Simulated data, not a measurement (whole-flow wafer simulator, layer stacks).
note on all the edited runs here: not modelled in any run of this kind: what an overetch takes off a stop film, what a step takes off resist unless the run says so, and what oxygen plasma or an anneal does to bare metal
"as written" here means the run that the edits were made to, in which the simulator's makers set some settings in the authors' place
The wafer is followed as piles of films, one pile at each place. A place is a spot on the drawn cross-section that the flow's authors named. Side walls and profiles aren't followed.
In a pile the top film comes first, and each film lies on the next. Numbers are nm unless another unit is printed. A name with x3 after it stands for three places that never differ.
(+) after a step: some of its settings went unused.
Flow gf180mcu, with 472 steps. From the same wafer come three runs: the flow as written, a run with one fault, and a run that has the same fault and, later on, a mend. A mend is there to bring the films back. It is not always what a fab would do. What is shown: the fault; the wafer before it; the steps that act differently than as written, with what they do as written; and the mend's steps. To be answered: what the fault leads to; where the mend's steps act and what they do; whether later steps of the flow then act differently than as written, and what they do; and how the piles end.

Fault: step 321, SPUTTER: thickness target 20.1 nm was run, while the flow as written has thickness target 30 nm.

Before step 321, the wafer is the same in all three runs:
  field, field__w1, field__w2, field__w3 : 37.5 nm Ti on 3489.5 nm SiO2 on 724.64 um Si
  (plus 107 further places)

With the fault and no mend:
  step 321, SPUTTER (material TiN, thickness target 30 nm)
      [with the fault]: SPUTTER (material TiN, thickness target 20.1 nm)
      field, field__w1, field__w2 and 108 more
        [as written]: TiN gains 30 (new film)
        [with the fault]: TiN gains 20.1 (new film)
  Steps further on in the flow that do not act as written:
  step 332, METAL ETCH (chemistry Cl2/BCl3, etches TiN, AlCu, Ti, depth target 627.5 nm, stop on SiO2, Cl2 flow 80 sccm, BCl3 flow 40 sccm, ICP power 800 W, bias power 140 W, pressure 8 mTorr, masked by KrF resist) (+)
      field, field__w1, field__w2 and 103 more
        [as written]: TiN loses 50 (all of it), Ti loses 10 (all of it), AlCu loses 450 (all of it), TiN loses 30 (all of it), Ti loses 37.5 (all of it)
        [with the fault]: TiN loses 50 (all of it), Ti loses 10 (all of it), AlCu loses 450 (all of it), TiN loses 20.1 (all of it), Ti loses 37.5 (all of it)
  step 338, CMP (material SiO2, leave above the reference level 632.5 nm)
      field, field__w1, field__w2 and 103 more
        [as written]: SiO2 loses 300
        [with the fault]: SiO2 loses 309.9
  At field__w8, contact, m1, m1__w1, m1_nw, the piles at the end differ from the flow's by more than 2% or 0.5 nm, whichever is larger.
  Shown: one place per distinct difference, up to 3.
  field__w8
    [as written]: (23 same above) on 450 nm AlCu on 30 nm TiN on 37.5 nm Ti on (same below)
    [with the fault]: (23 same above) on 450 nm AlCu on 20.1 nm TiN on 37.5 nm Ti on (same below)
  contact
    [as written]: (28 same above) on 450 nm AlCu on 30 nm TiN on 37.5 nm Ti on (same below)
    [with the fault]: (28 same above) on 450 nm AlCu on 20.1 nm TiN on 37.5 nm Ti on (same below)

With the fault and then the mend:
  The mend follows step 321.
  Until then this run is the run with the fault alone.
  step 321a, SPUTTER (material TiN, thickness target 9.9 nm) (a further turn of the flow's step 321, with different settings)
      field, field__w1, field__w2 and 108 more
        TiN gains 9.9
  Every later step of the flow that is run acts as written at every place that is followed.
  By the end, the piles equal the flow's at every place that both follow.
